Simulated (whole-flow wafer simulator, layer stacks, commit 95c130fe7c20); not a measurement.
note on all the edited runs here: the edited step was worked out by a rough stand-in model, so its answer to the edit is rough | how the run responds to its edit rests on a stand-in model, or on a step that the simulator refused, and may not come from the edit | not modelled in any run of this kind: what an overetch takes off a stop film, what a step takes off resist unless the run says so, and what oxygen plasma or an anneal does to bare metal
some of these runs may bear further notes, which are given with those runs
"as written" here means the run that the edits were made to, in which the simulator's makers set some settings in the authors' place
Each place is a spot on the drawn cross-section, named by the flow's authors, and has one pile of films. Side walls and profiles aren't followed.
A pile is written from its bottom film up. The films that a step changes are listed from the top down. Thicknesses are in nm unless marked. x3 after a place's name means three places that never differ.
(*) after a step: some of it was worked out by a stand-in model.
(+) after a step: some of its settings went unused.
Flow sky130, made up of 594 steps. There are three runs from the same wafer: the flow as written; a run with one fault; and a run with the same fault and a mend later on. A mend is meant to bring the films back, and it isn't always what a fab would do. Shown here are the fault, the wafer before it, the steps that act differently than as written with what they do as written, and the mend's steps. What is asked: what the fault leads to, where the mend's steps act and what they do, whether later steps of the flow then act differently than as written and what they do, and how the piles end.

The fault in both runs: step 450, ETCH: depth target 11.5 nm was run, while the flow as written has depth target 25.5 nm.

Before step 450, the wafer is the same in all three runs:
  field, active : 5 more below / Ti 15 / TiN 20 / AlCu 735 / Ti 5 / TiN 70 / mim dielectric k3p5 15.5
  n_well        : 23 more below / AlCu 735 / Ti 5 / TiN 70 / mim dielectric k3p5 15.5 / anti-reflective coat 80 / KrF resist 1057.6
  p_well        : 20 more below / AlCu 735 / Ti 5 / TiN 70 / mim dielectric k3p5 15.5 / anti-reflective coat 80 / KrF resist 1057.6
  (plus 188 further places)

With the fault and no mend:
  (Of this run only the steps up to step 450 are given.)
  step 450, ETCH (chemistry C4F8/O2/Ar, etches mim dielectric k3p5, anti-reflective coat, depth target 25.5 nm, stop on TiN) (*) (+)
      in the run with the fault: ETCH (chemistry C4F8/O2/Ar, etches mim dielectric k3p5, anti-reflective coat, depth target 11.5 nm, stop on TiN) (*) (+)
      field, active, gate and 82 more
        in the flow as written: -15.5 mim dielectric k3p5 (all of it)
        in the run with the fault: -11.5 mim dielectric k3p5
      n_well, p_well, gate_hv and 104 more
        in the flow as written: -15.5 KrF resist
        in the run with the fault: -7.67 KrF resist
  After step 450, at field, active, gate and 82 more, the piles differ from the flow's by more than 2% or 0.5 nm, whichever is larger.
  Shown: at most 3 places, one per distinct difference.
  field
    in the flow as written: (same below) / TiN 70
    in the run with the fault: (same below) / TiN 70 / mim dielectric k3p5 4

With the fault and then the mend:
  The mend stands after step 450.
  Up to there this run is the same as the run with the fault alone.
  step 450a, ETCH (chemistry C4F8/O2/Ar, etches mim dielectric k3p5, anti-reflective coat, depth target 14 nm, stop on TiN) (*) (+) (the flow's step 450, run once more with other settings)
      n_well, p_well, gate_hv and 104 more
        -4 KrF resist
      field, active, gate and 82 more
        -4 mim dielectric k3p5 (all of it)
  None of the later steps of the flow differs from how it acts as written, at any place that is followed, by more than 2% or 0.5 nm, whichever is larger.
  The piles end the same as the flow's at every place that both follow.
